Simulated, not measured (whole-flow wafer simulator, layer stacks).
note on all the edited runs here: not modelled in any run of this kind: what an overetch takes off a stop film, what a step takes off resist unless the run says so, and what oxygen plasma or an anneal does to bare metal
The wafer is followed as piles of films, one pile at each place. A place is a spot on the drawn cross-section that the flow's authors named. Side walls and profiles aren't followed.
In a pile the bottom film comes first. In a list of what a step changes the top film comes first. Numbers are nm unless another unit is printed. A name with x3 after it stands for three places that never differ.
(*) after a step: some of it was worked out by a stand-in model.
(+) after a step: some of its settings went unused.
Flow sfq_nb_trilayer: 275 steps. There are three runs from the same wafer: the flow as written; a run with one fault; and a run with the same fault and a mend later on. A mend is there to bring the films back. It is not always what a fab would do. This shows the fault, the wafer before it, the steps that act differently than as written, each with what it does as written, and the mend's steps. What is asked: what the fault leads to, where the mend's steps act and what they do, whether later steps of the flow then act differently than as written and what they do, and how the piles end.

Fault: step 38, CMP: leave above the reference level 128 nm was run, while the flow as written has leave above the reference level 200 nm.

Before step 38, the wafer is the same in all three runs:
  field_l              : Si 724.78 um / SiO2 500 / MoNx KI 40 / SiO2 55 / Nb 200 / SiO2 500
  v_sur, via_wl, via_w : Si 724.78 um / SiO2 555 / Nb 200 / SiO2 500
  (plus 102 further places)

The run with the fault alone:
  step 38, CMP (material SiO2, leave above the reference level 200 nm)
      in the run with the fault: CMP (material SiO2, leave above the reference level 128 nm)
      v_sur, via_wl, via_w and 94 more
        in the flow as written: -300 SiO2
        in the run with the fault: -372 SiO2
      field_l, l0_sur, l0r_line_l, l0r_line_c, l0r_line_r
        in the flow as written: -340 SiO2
        in the run with the fault: -412 SiO2
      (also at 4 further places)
  Later steps of the flow acting differently than as written (not shown: 3 more steps that differ only slightly, by at most 2% or 0.5 nm, whichever is larger):
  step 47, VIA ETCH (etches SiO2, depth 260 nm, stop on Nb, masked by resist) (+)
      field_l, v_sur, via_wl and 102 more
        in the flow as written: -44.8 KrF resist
        in the run with the fault: -33.1 KrF resist
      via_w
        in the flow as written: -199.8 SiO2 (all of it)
        in the run with the fault: -127.8 SiO2 (all of it)
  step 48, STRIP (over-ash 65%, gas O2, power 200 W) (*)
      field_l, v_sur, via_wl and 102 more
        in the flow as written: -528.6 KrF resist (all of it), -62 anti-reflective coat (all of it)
        in the run with the fault: -540.4 KrF resist (all of it), -62 anti-reflective coat (all of it)
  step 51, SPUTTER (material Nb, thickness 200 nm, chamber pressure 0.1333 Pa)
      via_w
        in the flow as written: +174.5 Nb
        in the run with the fault: +189 Nb
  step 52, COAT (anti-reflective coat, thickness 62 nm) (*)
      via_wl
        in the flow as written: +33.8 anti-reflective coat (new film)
        in the run with the fault: +38.4 anti-reflective coat (new film)
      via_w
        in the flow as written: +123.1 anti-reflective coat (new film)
        in the run with the fault: +106.6 anti-reflective coat (new film)
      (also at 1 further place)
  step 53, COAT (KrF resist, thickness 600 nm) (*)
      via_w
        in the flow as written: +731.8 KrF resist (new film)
        in the run with the fault: +673.5 KrF resist (new film)
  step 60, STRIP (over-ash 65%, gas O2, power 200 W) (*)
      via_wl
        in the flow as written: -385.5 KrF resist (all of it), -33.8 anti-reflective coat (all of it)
        in the run with the fault: -390 KrF resist (all of it), -38.4 anti-reflective coat (all of it)
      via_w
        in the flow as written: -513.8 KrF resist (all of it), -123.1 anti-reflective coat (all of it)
        in the run with the fault: -455.7 KrF resist (all of it), -106.6 anti-reflective coat (all of it)
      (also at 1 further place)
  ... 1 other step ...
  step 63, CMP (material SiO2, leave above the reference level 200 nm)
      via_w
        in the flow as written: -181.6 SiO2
        in the run with the fault: -162.1 SiO2
  By the end, the piles at field_l, v_sur, via_wl and 103 more depart from the flow's by more than 2% or 0.5 nm, whichever is larger.
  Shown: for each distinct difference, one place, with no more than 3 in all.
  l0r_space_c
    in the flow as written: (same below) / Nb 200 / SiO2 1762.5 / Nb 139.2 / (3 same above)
    in the run with the fault: (same below) / Nb 200 / SiO2 1690.5 / Nb 139.2 / (3 same above)
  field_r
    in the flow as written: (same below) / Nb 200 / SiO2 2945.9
    in the run with the fault: (same below) / Nb 200 / SiO2 2873.9
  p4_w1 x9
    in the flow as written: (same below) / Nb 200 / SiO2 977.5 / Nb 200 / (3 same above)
    in the run with the fault: (same below) / Nb 200 / SiO2 905.5 / Nb 200 / (3 same above)

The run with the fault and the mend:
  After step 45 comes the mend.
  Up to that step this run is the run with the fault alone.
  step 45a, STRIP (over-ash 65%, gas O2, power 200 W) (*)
      field_l, v_sur, via_wl and 102 more
        -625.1 KrF resist (all of it), -62 anti-reflective coat (all of it)
      via_w
        -62 anti-reflective coat (all of it)
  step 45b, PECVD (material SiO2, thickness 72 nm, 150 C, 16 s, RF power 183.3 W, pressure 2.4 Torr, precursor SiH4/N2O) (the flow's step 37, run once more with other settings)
      field_l, v_sur, via_wl and 103 more
        +72 SiO2
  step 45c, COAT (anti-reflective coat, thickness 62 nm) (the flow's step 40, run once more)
      field_l, v_sur, via_wl and 103 more
        +62 anti-reflective coat (new film)
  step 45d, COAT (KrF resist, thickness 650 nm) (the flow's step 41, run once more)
      field_l, v_sur, via_wl and 103 more
        +650 KrF resist (new film)
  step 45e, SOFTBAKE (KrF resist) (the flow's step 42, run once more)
      does not change any film at any place that is followed
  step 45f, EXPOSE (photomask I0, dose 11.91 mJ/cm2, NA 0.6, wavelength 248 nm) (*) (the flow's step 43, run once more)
      does not change any film at any place that is followed
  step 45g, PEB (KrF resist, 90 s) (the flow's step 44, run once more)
      field_l, v_sur, via_wl and 103 more
        -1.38 KrF resist
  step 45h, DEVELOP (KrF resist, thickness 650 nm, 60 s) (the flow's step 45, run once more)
      field_l, v_sur, via_wl and 102 more
        -23.5 KrF resist
      via_w
        -648.6 KrF resist (all of it)
  Every later step of the flow that is run acts as written at every place that is followed.
  At every place that both follow, the piles at the end match the flow's.
